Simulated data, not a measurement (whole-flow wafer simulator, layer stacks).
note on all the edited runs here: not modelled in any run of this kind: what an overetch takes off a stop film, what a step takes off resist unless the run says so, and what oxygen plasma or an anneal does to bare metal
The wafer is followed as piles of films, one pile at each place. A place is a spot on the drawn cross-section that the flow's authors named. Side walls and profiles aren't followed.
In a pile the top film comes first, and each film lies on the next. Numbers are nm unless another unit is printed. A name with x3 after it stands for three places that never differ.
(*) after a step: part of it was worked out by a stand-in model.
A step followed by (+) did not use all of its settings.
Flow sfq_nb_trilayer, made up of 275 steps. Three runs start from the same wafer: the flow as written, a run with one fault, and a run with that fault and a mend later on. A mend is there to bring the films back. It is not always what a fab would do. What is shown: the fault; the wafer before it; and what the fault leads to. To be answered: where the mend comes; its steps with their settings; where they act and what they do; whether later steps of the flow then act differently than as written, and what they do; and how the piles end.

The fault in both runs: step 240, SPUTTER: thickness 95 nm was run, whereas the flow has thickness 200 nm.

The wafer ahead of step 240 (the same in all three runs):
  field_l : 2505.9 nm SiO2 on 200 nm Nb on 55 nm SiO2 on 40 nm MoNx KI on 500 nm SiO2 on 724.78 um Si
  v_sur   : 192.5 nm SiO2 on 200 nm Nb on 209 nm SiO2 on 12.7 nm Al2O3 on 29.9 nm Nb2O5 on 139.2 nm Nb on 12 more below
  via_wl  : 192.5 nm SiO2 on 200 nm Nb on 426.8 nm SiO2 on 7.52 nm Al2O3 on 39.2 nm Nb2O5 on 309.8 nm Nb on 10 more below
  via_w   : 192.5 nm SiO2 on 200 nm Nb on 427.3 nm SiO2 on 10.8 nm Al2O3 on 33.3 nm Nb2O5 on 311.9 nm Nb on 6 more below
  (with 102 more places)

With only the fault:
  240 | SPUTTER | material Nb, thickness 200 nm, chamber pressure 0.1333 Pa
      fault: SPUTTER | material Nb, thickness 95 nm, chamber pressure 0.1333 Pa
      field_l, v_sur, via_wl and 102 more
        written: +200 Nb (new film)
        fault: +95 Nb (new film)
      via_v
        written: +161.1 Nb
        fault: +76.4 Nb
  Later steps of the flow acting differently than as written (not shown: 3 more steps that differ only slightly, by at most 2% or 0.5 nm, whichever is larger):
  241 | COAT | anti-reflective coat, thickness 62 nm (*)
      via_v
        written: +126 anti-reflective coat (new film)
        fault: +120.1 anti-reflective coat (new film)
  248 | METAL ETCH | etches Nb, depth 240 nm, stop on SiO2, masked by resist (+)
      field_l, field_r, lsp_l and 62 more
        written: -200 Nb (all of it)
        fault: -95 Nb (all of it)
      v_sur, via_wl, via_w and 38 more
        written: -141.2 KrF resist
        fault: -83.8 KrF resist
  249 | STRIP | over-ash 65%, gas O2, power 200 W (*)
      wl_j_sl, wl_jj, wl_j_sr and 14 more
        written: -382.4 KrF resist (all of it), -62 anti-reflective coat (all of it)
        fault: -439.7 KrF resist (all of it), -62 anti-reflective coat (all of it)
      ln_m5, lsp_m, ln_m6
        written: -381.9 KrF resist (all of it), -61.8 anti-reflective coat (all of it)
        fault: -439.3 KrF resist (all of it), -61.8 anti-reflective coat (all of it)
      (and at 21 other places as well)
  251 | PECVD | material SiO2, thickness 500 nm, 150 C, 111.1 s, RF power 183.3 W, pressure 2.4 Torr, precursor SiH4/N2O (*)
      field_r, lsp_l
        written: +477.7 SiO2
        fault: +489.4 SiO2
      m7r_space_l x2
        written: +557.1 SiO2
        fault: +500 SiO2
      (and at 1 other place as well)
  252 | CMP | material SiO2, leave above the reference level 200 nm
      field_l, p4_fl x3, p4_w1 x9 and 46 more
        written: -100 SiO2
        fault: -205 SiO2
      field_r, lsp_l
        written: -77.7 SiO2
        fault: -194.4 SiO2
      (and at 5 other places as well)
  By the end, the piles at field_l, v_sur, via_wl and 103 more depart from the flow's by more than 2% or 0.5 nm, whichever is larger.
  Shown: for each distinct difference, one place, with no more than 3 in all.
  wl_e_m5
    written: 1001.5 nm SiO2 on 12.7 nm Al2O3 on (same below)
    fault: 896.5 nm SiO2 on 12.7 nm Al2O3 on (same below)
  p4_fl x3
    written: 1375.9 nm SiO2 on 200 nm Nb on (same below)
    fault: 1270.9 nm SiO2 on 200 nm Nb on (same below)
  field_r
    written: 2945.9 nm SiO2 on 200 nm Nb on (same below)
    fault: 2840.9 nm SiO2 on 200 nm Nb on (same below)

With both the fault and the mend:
  After step 246 comes the mend.
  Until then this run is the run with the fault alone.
  246a | STRIP | over-ash 65%, gas O2, power 200 W (*)
      p4_fl x3, p4_w1 x9, p4_g1 x2 and 46 more
        -62 anti-reflective coat (all of it)
      wl_j_sl, wl_jj, wl_j_sr and 14 more
        -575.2 KrF resist (all of it), -62 anti-reflective coat (all of it)
      field_r, lsp_l, l0_sur, l0v
        -61.8 anti-reflective coat (all of it)
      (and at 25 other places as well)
  246b | SPUTTER | material Nb, thickness 105 nm, chamber pressure 0.1333 Pa (a further turn of the flow's step 240, with different settings)
      field_l, v_sur, via_wl and 102 more
        +105 Nb
      via_v
        +82.4 Nb
  246c | COAT | anti-reflective coat, thickness 62 nm (*) (a further turn of the flow's step 241)
      p4_fl x3, p4_w1 x9, p4_g1 x2 and 63 more
        +62 anti-reflective coat (new film)
      moat, field_r, lsp_l and 6 more
        +61.8 anti-reflective coat (new film)
      be_r, r_sur, res, r_end
        +61.7 anti-reflective coat (new film)
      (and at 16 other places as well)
  246d | COAT | KrF resist, thickness 600 nm (*) (a further turn of the flow's step 242)
      p4_fl x3, p4_w1 x9, p4_g1 x2 and 63 more
        +600 KrF resist (new film)
      field_r, lsp_l, ln_m5, lsp_m, l0v
        +599.5 KrF resist (new film)
      ln_m6, lsp_r, l0_sur
        +599.6 KrF resist (new film)
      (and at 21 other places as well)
  246e | SOFTBAKE | KrF resist (a further turn of the flow's step 243)
      leaves every film unchanged at each place that is followed
  246f | EXPOSE | photomask M7, dose 12.21 mJ/cm2, NA 0.6, wavelength 248 nm (*) (a further turn of the flow's step 244)
      leaves every film unchanged at each place that is followed
  246g | PEB | KrF resist, 90 s (a further turn of the flow's step 245)
      field_l, v_sur, via_wl and 97 more
        -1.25 KrF resist
      via_w, via_wr, via_sp, wire, be
        -1.24 KrF resist
      via_v
        -1.61 KrF resist
  246h | DEVELOP | KrF resist, thickness 600 nm, 60 s (a further turn of the flow's step 246)
      p4_fl x3, p4_w1 x9, p4_g1 x2 and 46 more
        -598.7 KrF resist (all of it)
      v_sur, via_wl, via_w and 38 more
        -23.5 KrF resist
      field_r, lsp_l
        -598.2 KrF resist (all of it)
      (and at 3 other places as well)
  Later steps of the flow that are run all act as written at every place that is followed, up to a difference of at most 2% or 0.5 nm, whichever is larger.
  When the end is reached, the piles differ only a little from the flow's at the places that both follow, at most by 2% or 0.5 nm, whichever is larger.
